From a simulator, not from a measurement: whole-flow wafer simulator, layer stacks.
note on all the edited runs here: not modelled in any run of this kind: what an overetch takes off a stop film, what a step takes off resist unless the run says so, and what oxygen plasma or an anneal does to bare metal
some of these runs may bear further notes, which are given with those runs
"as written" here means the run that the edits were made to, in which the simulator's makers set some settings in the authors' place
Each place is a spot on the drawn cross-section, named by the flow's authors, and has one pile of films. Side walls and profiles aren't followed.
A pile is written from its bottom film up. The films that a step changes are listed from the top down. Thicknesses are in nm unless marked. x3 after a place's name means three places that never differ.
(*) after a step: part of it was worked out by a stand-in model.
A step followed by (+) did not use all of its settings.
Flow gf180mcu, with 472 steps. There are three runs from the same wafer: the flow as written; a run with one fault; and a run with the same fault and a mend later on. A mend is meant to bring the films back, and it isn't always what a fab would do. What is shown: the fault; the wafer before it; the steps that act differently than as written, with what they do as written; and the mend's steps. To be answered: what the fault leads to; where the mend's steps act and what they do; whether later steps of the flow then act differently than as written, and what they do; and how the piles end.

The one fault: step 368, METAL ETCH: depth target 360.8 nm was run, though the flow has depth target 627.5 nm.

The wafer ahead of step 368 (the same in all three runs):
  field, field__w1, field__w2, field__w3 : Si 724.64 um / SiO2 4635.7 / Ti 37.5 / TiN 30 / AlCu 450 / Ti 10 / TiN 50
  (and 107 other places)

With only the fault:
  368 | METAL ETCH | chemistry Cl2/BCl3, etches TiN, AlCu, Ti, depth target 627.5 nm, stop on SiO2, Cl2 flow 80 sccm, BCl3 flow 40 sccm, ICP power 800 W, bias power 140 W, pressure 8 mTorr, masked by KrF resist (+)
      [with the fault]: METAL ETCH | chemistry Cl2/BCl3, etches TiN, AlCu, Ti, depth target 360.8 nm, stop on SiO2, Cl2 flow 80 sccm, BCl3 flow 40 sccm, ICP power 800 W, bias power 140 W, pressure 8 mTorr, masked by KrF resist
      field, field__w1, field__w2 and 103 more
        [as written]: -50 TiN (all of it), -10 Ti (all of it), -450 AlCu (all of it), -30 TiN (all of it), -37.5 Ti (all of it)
        [with the fault]: -50 TiN (all of it), -10 Ti (all of it), -300.8 AlCu
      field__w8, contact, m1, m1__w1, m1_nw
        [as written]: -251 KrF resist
        [with the fault]: -144.3 KrF resist
  Steps further on in the flow that do not act as written:
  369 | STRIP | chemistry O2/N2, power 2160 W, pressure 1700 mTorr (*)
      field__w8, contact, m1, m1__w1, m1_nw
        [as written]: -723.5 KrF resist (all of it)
        [with the fault]: -830.2 KrF resist (all of it)
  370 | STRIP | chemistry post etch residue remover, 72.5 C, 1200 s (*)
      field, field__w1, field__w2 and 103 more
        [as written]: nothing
        [with the fault]: -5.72 AlCu
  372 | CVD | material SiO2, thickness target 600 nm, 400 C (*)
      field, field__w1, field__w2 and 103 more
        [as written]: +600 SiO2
        [with the fault]: +600 SiO2 (new film)
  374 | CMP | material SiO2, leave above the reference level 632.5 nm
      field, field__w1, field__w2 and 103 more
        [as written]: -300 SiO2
        [with the fault]: -511 SiO2
  The piles end different from the flow's at field, field__w1, field__w2 and 104 more by more than 2% or 0.5 nm, whichever is larger.
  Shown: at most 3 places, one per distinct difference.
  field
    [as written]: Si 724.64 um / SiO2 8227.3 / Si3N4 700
    [with the fault]: Si 724.64 um / SiO2 4635.7 / Ti 37.5 / TiN 30 / AlCu 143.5 / SiO2 3380.6 / Si3N4 700
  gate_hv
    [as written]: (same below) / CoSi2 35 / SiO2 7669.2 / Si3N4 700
    [with the fault]: (same below) / CoSi2 35 / SiO2 4077.6 / Ti 37.5 / TiN 30 / AlCu 143.5 / SiO2 3380.6 / Si3N4 700
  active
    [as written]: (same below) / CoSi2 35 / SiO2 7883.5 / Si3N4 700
    [with the fault]: (same below) / CoSi2 35 / SiO2 4291.9 / Ti 37.5 / TiN 30 / AlCu 143.5 / SiO2 3380.6 / Si3N4 700

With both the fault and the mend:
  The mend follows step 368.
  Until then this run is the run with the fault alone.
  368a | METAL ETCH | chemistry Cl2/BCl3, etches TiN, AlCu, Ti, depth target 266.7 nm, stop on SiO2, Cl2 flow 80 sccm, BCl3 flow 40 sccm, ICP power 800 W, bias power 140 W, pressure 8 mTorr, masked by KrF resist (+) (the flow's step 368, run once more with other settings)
      field, field__w1, field__w2 and 103 more
        -149.2 AlCu (all of it), -30 TiN (all of it), -37.5 Ti (all of it)
      field__w8, contact, m1, m1__w1, m1_nw
        -106.7 KrF resist
  None of the later steps of the flow acts differently than as written at any place that is followed.
  At every place that both follow, the piles at the end match the flow's.
